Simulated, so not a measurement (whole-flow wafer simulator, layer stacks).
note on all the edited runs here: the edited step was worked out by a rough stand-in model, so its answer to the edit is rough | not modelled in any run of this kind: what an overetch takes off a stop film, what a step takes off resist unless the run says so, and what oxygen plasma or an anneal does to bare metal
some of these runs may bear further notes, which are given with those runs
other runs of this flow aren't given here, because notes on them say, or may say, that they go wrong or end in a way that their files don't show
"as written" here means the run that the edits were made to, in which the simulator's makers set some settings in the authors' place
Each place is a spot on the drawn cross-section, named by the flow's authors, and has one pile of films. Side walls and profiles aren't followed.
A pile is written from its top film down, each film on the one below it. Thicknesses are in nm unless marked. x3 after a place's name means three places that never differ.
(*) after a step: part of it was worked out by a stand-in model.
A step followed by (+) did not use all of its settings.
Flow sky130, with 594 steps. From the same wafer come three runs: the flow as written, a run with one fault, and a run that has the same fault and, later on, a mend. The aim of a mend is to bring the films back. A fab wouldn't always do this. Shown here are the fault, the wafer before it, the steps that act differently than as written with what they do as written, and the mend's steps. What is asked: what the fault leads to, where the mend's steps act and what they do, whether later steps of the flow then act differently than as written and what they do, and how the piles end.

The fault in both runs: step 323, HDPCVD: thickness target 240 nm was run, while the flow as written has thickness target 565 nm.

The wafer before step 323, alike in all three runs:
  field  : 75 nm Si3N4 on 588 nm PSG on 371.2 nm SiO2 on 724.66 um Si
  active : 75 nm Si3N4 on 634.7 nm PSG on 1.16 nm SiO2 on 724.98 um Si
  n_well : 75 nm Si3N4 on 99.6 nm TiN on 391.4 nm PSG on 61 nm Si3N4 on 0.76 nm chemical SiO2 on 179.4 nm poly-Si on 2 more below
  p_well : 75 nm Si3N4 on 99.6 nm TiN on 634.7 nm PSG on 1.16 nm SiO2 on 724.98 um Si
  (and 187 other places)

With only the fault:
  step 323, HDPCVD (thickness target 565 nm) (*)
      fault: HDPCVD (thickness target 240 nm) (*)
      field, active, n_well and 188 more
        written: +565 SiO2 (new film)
        fault: +240 SiO2 (new film)
  Steps later in the flow that act otherwise than as written (not shown: 27 more steps that differ only slightly, by at most 2% or 0.5 nm, whichever is larger):
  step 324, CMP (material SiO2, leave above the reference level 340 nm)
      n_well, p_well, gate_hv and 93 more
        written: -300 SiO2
        fault: nothing
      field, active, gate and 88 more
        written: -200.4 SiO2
        fault: nothing
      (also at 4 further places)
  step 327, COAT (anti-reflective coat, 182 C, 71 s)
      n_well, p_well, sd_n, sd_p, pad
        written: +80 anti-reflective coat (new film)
        fault: +3 anti-reflective coat (new film)
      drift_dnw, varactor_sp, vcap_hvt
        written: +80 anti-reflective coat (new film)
        fault: +65.7 anti-reflective coat (new film)
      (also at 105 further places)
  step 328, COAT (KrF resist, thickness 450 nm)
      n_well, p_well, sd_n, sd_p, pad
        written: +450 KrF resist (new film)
        fault: +434.1 KrF resist (new film)
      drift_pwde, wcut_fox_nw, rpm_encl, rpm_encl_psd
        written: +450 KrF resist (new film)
        fault: +438.9 KrF resist (new film)
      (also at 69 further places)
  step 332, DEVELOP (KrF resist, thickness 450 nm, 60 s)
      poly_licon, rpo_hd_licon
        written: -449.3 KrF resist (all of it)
        fault: -435.9 KrF resist (all of it)
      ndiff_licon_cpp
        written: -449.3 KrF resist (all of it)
        fault: -436.7 KrF resist (all of it)
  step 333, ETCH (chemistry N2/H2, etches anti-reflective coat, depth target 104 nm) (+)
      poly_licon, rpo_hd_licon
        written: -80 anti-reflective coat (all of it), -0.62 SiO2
        fault: -3.73 anti-reflective coat (all of it), -2.57 SiO2
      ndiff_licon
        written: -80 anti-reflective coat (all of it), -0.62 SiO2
        fault: -45.1 anti-reflective coat (all of it), -1.51 SiO2
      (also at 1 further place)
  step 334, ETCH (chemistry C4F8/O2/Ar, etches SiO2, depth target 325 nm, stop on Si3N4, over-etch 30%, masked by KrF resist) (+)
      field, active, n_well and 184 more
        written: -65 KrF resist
        fault: -62 KrF resist
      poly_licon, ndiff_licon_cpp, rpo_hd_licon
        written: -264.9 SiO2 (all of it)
        fault: -237.4 SiO2 (all of it)
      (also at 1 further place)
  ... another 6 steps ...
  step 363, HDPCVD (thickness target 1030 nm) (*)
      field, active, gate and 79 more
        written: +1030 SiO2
        fault: +1030 SiO2 (new film)
  The piles end different from the flow's at field, active, n_well and 188 more by more than 2% or 0.5 nm, whichever is larger.
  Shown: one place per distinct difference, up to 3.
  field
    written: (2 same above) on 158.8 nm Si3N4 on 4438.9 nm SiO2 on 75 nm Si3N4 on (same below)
    fault: (2 same above) on 158.8 nm Si3N4 on 4085.6 nm SiO2 on 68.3 nm W on 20 nm TiN on 240 nm SiO2 on 75 nm Si3N4 on (same below)
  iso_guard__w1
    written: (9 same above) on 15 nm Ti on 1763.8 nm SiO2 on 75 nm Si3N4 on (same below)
    fault: (9 same above) on 15 nm Ti on 1410.5 nm SiO2 on 68.3 nm W on 20 nm TiN on 240 nm SiO2 on 75 nm Si3N4 on (same below)
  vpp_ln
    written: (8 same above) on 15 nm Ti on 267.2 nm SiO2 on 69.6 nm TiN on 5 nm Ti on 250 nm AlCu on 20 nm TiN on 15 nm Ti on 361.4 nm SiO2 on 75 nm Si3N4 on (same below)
    fault: (8 same above) on 15 nm Ti on 267.8 nm SiO2 on 69.6 nm TiN on 5 nm Ti on 250 nm AlCu on 20 nm TiN on 15 nm Ti on 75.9 nm W on 20 nm TiN on 240 nm SiO2 on 75 nm Si3N4 on (same below)

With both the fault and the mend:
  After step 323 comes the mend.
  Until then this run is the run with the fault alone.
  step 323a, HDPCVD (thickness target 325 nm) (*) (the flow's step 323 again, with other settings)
      field, active, n_well and 188 more
        +325 SiO2
  Later steps of the flow that are run all act as written at every place that is followed.
  At every place that both follow, the piles at the end match the flow's.
